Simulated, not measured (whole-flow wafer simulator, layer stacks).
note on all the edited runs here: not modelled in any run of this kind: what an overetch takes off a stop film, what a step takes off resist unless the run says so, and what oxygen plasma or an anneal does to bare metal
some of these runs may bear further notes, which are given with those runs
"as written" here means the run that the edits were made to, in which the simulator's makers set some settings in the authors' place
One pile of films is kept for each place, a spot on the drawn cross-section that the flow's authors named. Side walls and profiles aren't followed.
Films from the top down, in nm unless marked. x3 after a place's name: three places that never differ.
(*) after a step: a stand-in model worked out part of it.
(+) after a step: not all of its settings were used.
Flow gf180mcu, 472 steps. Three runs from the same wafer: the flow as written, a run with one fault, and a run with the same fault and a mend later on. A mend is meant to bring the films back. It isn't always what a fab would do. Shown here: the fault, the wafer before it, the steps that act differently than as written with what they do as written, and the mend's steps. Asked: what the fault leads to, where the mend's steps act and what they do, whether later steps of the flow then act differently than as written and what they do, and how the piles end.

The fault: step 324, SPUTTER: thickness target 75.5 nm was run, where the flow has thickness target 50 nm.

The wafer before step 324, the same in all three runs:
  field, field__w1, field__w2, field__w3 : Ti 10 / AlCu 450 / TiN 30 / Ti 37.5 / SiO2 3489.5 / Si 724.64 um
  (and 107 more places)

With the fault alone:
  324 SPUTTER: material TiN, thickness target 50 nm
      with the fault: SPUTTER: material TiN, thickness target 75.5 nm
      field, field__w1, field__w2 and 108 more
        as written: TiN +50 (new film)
        with the fault: TiN +75.5 (new film)
  Later steps of the flow that act differently than as written (3 more steps differ only slightly, by at most 2% or 0.5 nm, whichever is larger, and aren't shown):
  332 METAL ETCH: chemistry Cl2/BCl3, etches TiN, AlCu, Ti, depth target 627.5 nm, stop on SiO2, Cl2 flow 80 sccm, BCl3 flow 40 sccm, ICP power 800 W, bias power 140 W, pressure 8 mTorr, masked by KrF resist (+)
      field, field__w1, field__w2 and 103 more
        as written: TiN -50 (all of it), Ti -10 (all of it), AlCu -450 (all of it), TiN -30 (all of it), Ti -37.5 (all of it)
        with the fault: TiN -75.5 (all of it), Ti -10 (all of it), AlCu -450 (all of it), TiN -30 (all of it), Ti -37.5 (all of it)
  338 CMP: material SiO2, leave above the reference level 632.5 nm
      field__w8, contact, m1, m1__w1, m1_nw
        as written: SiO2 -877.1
        with the fault: SiO2 -902.6
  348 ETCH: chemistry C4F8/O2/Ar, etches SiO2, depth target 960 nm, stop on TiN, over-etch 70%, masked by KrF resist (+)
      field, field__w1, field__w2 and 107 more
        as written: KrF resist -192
        with the fault: KrF resist -186
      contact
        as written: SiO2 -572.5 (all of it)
        with the fault: SiO2 -547 (all of it)
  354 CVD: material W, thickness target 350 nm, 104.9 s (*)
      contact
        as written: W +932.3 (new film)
        with the fault: W +906.5 (new film)
  At the end the piles differ from the flow's by more than 2% or 0.5 nm, whichever is larger, at field__w8, contact, m1, m1__w1, m1_nw.
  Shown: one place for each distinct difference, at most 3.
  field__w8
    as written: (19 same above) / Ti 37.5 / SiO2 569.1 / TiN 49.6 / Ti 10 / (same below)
    with the fault: (19 same above) / Ti 37.5 / SiO2 543.6 / TiN 75.1 / Ti 10 / (same below)
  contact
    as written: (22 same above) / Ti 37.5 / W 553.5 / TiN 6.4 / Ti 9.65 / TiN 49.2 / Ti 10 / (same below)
    with the fault: (22 same above) / Ti 37.5 / W 527.8 / TiN 6.5 / Ti 9.8 / TiN 74.7 / Ti 10 / (same below)

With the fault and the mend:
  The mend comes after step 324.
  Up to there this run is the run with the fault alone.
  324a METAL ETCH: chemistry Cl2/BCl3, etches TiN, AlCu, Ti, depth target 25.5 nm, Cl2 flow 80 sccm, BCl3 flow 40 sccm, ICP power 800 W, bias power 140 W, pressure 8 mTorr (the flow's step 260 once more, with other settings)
      field, field__w1, field__w2 and 108 more
        TiN -25.5
  No later step of the flow acts differently than as written at any place that is followed.
  At the end the piles are the same as the flow's at every place that both follow.
